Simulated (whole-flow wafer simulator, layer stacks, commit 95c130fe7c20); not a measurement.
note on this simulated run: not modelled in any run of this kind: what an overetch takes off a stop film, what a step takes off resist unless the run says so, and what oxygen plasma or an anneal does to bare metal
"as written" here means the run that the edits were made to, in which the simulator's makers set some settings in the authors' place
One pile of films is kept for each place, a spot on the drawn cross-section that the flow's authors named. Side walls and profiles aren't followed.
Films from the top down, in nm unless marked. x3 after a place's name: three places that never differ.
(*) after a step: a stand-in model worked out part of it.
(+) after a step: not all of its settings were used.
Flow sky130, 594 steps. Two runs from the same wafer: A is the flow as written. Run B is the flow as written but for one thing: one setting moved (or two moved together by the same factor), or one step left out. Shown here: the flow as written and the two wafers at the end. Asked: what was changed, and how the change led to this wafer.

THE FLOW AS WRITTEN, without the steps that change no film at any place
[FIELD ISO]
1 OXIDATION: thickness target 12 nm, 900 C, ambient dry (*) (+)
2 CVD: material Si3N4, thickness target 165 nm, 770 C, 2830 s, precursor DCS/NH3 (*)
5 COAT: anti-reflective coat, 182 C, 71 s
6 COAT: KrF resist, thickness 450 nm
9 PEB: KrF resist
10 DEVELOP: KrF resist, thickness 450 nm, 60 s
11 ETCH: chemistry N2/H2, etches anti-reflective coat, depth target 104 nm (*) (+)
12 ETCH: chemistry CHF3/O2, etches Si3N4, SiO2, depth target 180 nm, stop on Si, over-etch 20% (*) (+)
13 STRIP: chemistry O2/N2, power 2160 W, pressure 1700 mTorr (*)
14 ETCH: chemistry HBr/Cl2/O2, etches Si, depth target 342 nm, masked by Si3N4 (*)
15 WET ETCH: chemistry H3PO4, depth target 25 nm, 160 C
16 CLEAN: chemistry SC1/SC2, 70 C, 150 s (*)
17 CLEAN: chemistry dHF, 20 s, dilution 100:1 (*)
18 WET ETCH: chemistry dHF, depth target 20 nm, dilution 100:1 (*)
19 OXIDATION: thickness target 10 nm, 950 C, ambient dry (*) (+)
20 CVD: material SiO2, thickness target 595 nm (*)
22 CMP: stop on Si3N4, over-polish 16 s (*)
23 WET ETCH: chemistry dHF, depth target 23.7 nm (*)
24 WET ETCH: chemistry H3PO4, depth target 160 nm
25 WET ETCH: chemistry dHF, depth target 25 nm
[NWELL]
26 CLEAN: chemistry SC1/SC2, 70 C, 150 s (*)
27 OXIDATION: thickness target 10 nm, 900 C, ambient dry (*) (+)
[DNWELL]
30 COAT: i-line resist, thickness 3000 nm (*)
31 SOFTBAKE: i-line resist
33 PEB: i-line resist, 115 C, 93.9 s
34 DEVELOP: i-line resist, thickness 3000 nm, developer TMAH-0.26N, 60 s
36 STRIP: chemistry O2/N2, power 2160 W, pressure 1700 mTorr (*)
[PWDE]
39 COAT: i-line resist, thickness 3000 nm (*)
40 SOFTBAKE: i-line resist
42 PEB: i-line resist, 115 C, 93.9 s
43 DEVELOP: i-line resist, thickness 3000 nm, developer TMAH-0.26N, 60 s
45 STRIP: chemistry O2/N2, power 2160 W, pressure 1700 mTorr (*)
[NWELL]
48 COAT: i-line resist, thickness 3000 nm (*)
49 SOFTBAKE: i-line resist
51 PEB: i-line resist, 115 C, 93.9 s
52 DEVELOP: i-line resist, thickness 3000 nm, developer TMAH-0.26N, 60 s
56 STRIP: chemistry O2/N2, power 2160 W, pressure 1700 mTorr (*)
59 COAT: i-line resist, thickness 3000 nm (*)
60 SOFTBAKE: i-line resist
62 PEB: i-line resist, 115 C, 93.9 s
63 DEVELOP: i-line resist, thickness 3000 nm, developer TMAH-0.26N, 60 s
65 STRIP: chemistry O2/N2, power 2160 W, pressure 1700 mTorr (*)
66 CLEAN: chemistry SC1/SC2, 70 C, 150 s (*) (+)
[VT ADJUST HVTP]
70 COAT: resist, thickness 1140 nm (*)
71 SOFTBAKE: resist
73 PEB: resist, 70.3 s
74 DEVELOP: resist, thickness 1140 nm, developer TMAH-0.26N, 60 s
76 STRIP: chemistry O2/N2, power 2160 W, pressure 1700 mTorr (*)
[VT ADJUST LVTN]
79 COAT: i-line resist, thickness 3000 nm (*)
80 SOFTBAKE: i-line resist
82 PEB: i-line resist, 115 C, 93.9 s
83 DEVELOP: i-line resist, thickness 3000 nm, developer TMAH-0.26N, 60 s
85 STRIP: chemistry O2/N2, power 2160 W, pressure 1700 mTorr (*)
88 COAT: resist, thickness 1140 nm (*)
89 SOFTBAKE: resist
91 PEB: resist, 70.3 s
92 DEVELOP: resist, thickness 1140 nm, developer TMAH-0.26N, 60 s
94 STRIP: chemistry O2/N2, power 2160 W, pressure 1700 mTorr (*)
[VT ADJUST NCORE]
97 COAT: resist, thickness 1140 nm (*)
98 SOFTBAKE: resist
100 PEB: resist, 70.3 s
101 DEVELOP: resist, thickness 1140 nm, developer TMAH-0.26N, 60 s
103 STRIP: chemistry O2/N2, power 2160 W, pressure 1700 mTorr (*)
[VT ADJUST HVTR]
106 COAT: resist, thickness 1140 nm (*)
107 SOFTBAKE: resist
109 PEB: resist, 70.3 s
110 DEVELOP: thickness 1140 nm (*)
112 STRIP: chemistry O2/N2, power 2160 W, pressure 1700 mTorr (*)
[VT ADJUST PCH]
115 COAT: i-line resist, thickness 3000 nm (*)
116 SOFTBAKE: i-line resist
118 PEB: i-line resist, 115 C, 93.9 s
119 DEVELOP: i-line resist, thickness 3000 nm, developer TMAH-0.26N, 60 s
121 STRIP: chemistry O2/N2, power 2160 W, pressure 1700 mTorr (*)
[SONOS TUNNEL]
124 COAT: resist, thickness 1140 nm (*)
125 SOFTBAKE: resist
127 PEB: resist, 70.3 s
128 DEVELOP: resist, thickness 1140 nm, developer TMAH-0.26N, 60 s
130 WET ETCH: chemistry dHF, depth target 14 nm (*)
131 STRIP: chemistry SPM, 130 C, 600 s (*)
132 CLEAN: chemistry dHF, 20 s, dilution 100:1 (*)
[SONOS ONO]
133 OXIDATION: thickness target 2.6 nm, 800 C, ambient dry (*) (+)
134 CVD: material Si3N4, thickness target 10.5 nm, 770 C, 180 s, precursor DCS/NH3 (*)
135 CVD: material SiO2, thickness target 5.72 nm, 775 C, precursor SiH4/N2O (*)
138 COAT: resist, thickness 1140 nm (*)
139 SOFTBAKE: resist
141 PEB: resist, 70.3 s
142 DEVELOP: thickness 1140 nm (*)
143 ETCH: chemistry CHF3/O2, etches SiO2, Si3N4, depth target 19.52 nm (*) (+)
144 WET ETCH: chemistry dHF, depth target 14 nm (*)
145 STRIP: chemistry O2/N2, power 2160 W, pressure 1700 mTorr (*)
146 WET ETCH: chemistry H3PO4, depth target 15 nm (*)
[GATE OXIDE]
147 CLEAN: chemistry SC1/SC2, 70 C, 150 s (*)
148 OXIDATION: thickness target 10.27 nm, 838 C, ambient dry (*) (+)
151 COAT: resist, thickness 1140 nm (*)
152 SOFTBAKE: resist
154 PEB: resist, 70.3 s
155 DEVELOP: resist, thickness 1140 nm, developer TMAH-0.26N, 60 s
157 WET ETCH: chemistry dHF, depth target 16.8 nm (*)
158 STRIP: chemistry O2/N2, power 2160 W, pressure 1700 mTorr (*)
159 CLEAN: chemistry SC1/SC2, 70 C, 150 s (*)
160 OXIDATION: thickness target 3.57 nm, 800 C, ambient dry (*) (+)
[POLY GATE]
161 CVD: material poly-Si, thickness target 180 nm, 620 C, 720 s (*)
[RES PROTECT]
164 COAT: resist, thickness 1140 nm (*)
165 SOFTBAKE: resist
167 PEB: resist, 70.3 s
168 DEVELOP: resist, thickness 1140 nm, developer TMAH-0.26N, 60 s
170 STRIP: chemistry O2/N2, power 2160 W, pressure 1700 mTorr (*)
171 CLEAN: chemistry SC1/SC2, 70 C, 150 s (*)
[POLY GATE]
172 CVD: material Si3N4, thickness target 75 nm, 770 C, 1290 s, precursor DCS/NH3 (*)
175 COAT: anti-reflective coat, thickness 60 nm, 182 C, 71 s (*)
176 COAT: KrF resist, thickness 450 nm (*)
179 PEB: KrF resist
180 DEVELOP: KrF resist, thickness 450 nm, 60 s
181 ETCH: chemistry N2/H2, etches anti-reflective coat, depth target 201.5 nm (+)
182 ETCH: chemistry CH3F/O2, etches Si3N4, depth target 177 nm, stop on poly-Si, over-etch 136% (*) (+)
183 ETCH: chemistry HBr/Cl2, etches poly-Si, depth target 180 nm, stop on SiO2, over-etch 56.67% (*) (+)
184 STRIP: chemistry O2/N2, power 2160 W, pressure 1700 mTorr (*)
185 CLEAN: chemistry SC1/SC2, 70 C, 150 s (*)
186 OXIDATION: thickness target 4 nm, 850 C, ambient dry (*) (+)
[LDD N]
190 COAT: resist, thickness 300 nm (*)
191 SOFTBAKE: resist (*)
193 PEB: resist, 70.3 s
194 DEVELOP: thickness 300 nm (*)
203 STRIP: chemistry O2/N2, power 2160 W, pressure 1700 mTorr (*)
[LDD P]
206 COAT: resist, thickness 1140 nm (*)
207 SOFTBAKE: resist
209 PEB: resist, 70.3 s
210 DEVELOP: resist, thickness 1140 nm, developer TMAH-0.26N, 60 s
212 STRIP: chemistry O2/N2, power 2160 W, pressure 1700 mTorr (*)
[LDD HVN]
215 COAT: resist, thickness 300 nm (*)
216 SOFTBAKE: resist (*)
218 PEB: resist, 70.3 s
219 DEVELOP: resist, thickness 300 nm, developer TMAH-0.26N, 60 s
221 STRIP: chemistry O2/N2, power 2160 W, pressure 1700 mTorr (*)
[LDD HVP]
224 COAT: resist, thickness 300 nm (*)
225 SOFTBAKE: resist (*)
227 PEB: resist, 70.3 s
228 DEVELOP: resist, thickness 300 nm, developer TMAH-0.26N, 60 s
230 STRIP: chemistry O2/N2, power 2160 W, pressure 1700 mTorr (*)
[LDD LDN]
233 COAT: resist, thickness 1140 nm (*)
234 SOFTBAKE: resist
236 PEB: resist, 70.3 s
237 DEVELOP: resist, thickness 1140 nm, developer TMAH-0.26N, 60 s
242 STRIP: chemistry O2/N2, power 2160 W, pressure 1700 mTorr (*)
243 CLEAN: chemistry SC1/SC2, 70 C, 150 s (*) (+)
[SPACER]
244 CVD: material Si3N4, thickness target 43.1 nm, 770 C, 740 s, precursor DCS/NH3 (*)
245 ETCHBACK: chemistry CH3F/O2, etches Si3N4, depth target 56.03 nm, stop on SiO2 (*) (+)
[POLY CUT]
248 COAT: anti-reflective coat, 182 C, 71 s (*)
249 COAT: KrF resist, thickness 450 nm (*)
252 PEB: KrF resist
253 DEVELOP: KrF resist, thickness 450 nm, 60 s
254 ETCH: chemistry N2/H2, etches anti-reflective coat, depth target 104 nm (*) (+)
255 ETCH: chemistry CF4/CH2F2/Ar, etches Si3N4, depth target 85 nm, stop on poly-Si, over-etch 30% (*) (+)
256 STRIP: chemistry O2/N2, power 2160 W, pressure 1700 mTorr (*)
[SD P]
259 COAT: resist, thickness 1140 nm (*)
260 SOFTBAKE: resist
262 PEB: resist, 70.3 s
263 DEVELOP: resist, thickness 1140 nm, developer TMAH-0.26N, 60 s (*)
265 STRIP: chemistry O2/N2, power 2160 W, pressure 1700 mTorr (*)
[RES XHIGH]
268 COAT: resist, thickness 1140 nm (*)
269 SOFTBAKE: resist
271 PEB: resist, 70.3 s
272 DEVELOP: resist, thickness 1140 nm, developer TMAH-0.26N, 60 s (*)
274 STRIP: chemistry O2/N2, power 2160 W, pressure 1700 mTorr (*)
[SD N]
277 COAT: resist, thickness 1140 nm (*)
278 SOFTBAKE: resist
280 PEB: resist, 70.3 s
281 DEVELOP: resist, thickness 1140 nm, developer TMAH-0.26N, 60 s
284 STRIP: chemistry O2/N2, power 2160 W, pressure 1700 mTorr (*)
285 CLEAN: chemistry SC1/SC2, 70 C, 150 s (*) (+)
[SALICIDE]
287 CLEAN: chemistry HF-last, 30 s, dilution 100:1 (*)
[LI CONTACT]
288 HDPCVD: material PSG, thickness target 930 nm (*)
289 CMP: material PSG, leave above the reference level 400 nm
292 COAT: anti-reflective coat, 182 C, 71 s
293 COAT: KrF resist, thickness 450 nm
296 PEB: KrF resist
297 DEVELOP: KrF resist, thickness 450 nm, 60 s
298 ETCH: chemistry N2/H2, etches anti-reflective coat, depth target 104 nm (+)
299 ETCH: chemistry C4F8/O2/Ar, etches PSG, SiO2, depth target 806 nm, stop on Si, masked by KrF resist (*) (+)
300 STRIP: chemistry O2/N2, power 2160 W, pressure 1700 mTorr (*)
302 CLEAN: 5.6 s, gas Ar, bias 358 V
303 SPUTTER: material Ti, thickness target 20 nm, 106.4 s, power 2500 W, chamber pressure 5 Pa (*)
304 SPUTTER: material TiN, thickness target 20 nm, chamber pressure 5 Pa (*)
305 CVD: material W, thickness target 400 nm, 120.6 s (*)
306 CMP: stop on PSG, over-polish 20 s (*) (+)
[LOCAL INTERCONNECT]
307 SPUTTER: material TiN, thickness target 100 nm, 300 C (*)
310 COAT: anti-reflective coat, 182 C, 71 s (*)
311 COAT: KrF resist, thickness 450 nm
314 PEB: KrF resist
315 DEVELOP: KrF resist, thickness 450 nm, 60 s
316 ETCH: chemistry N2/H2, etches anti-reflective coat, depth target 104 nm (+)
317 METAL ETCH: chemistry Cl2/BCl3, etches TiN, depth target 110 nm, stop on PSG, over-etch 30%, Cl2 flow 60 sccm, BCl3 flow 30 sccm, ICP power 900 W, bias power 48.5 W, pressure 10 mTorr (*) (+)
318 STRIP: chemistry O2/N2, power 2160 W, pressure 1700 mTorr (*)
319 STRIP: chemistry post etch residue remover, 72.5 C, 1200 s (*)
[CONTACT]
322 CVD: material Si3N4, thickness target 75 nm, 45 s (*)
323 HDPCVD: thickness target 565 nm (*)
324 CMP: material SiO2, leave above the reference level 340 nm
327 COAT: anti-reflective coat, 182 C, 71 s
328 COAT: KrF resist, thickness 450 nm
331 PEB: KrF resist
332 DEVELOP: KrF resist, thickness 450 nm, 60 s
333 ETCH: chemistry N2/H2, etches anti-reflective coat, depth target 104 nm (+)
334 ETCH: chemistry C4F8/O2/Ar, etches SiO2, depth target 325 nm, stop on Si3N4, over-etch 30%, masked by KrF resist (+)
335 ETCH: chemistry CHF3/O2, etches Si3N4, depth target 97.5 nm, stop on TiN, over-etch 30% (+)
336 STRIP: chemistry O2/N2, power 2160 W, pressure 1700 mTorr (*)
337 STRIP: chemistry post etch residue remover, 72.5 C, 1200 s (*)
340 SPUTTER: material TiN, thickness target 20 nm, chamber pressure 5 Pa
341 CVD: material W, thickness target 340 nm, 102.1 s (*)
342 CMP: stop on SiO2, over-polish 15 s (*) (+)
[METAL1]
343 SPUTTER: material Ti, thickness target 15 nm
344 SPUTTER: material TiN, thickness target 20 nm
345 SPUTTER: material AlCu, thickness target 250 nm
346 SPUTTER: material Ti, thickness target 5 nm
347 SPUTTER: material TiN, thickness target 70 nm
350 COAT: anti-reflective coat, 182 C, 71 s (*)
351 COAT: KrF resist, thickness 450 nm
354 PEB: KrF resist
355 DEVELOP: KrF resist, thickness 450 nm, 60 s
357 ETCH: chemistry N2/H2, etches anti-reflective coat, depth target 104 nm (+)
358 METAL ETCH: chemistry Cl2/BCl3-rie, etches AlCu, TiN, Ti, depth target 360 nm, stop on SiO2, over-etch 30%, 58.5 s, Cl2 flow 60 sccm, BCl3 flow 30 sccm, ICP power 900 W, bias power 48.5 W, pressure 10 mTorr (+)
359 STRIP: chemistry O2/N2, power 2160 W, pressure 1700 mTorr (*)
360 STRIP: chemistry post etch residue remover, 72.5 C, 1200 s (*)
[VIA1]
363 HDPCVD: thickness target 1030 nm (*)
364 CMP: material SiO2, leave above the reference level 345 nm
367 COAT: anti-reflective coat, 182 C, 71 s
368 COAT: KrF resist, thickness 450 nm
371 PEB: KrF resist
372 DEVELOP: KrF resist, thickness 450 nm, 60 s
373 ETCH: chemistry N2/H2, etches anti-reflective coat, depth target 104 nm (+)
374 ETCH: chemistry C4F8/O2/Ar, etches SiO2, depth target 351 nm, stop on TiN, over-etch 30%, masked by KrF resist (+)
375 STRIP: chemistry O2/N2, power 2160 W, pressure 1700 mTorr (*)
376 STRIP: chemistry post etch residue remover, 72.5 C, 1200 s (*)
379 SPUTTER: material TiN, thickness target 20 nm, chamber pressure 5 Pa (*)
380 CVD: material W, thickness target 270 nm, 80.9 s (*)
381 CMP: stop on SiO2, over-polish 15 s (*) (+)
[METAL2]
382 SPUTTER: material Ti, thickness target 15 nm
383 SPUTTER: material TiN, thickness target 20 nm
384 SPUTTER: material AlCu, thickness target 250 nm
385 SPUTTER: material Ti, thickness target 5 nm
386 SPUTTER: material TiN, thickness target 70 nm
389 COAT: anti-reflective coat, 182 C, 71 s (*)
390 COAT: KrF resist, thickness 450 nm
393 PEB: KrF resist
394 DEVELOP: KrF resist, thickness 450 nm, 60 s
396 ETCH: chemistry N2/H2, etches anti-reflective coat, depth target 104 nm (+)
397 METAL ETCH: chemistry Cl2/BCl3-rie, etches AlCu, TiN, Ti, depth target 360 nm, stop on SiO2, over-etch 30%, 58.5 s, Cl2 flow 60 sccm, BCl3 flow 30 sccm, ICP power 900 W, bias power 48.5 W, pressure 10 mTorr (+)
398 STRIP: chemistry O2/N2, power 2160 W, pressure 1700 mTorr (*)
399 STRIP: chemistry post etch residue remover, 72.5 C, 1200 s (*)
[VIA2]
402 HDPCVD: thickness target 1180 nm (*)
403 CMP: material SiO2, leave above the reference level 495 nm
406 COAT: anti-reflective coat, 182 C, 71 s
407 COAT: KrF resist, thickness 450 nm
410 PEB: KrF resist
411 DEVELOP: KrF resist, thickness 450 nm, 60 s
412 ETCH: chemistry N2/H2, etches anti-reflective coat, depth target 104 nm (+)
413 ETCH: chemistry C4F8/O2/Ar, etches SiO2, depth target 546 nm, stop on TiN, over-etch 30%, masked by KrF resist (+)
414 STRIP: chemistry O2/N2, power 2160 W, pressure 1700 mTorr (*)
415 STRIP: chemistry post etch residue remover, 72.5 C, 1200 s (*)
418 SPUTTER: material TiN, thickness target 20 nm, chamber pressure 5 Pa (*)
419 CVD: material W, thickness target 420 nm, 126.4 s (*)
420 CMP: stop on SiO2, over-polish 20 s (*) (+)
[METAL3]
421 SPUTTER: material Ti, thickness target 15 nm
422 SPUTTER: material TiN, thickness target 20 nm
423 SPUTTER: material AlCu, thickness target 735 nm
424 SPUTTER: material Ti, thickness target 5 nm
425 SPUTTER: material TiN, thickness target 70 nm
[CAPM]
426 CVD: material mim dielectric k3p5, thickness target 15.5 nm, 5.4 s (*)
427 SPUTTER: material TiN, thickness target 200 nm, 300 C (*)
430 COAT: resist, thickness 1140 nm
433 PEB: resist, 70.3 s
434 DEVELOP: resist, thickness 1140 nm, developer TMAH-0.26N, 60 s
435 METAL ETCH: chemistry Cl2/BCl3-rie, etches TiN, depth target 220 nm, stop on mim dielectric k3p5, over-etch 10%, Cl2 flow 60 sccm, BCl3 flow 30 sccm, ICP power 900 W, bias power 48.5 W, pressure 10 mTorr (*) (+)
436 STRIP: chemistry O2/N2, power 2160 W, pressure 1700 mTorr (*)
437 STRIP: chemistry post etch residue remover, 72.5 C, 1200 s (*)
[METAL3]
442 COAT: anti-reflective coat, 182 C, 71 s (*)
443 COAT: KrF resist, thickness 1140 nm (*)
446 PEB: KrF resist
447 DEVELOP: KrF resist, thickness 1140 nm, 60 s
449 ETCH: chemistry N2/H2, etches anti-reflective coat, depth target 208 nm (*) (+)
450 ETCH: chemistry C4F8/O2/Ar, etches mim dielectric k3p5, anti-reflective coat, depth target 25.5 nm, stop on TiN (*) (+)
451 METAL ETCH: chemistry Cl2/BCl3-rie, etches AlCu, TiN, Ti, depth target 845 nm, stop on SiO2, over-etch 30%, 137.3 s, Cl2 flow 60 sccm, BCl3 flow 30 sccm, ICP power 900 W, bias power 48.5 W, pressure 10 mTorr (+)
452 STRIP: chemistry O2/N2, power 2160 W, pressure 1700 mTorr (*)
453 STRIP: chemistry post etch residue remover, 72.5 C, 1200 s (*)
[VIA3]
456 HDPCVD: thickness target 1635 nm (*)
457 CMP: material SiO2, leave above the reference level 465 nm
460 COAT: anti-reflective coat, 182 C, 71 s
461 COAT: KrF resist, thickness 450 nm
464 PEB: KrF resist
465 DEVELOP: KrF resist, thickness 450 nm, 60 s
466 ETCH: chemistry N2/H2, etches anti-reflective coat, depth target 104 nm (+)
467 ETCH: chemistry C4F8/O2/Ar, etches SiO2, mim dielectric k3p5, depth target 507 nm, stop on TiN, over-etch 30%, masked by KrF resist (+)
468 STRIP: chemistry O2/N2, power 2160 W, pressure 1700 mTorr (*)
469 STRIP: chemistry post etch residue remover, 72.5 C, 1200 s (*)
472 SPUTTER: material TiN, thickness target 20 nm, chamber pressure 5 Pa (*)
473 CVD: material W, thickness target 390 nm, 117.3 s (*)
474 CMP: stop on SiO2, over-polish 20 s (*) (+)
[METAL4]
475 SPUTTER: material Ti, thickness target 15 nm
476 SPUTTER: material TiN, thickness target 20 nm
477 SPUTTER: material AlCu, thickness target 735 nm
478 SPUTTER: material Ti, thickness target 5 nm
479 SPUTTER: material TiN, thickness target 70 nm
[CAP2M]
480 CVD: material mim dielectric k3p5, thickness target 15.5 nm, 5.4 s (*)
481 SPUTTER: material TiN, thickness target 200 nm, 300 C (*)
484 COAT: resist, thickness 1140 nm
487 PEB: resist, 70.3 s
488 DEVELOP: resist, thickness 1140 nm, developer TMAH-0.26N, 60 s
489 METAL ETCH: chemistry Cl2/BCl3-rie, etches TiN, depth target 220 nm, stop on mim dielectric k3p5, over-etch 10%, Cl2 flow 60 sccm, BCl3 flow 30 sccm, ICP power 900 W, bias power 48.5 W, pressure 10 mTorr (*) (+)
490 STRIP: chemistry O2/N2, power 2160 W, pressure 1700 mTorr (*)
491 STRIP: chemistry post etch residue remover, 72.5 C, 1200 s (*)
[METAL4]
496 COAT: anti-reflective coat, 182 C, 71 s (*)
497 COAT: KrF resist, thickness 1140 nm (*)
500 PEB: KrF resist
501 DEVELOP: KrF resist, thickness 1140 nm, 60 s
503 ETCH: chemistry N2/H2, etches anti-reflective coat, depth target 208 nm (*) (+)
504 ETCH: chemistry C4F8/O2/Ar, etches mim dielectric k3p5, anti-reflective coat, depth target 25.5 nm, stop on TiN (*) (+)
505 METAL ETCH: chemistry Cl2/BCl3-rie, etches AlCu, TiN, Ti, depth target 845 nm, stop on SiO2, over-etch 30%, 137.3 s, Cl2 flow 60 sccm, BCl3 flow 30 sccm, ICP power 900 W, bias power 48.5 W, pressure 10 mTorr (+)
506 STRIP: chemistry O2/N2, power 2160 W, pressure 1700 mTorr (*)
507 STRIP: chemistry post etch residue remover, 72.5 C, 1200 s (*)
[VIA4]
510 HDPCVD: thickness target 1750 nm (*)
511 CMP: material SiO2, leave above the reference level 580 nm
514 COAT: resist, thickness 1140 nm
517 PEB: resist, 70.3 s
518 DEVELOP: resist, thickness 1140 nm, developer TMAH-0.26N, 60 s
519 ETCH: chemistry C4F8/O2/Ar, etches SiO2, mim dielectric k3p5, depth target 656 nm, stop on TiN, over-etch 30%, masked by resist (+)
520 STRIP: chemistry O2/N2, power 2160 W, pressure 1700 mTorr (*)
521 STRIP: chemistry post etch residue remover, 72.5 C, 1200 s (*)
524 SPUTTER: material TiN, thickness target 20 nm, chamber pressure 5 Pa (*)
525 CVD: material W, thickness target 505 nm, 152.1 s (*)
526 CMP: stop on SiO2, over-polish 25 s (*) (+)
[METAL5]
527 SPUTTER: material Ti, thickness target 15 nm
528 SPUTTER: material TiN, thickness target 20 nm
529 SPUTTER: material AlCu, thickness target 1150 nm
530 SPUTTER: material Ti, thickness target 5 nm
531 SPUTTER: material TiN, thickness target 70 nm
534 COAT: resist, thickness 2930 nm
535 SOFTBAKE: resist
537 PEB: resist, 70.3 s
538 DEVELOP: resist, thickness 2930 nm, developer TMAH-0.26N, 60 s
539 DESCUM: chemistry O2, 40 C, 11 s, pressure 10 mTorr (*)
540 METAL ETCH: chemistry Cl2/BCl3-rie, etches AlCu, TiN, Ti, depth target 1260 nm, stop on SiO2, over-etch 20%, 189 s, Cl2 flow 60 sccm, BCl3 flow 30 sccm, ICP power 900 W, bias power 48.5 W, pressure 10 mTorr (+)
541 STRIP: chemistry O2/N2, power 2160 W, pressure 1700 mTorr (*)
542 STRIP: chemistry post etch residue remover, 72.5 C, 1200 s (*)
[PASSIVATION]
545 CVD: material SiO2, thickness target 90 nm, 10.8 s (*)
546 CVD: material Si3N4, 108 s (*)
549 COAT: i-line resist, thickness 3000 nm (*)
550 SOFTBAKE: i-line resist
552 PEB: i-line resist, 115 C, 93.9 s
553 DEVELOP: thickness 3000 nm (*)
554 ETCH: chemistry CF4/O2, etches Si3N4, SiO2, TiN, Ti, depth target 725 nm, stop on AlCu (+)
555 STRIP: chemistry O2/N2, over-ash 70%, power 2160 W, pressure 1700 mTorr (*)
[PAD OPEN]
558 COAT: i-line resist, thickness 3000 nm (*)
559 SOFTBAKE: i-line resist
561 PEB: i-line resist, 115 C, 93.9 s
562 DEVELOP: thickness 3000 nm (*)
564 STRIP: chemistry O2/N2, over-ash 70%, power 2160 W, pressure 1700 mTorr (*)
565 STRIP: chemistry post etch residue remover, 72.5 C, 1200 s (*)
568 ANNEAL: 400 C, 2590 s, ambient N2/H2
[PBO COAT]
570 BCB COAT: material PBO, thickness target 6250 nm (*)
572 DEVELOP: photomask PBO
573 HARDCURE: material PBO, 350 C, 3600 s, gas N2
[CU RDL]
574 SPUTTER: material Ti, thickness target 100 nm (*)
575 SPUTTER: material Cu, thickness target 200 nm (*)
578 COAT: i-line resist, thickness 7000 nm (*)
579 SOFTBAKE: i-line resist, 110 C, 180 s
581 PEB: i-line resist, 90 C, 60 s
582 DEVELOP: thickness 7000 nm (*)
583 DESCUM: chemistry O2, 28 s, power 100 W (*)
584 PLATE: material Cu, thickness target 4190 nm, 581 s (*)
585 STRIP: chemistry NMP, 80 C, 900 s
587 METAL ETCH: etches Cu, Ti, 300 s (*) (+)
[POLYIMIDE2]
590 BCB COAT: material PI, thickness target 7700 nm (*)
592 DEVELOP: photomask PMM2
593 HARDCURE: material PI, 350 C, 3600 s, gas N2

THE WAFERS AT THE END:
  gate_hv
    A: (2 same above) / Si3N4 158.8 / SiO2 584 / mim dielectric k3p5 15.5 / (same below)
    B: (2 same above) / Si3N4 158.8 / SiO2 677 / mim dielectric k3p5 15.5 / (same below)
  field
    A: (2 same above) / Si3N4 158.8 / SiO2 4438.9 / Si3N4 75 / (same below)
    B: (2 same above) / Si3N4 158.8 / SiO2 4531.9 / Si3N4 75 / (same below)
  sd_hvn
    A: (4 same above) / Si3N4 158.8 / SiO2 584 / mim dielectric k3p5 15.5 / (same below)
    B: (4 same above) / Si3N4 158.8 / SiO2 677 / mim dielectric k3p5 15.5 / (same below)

The cause: step 511, CMP: leave above the reference level 673 nm was run, where the flow has leave above the reference level 580 nm.

How the change led to this, step by step:
  511 CMP: material SiO2, leave above the reference level 580 nm
      n_well, p_well, gate_hv and 99 more: A SiO2 -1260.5 | B SiO2 -1167.5
      field, active, gate and 77 more: A SiO2 -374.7 | B SiO2 -281.7
      (and at 11 more places)
  519 ETCH: chemistry C4F8/O2/Ar, etches SiO2, mim dielectric k3p5, depth target 656 nm, stop on TiN, over-etch 30%, masked by resist (+)
      m1: A SiO2 -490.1 (all of it), mim dielectric k3p5 -15.5 (all of it) | B SiO2 -583.1 (all of it), mim dielectric k3p5 -15.5 (all of it)
      via4_hole: A SiO2 -489.5 (all of it), mim dielectric k3p5 -15.5 (all of it) | B SiO2 -582.5 (all of it), mim dielectric k3p5 -15.5 (all of it)
  524 SPUTTER: material TiN, thickness target 20 nm, chamber pressure 5 Pa (*)
      m1, via4_hole: A TiN +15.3 | B TiN +14.7
  525 CVD: material W, thickness target 505 nm, 152.1 s (*)
      m1: A W +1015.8 (new film) | B W +1109.4 (new film)
      via4_hole: A W +1015.2 (new film) | B W +1108.7 (new film)
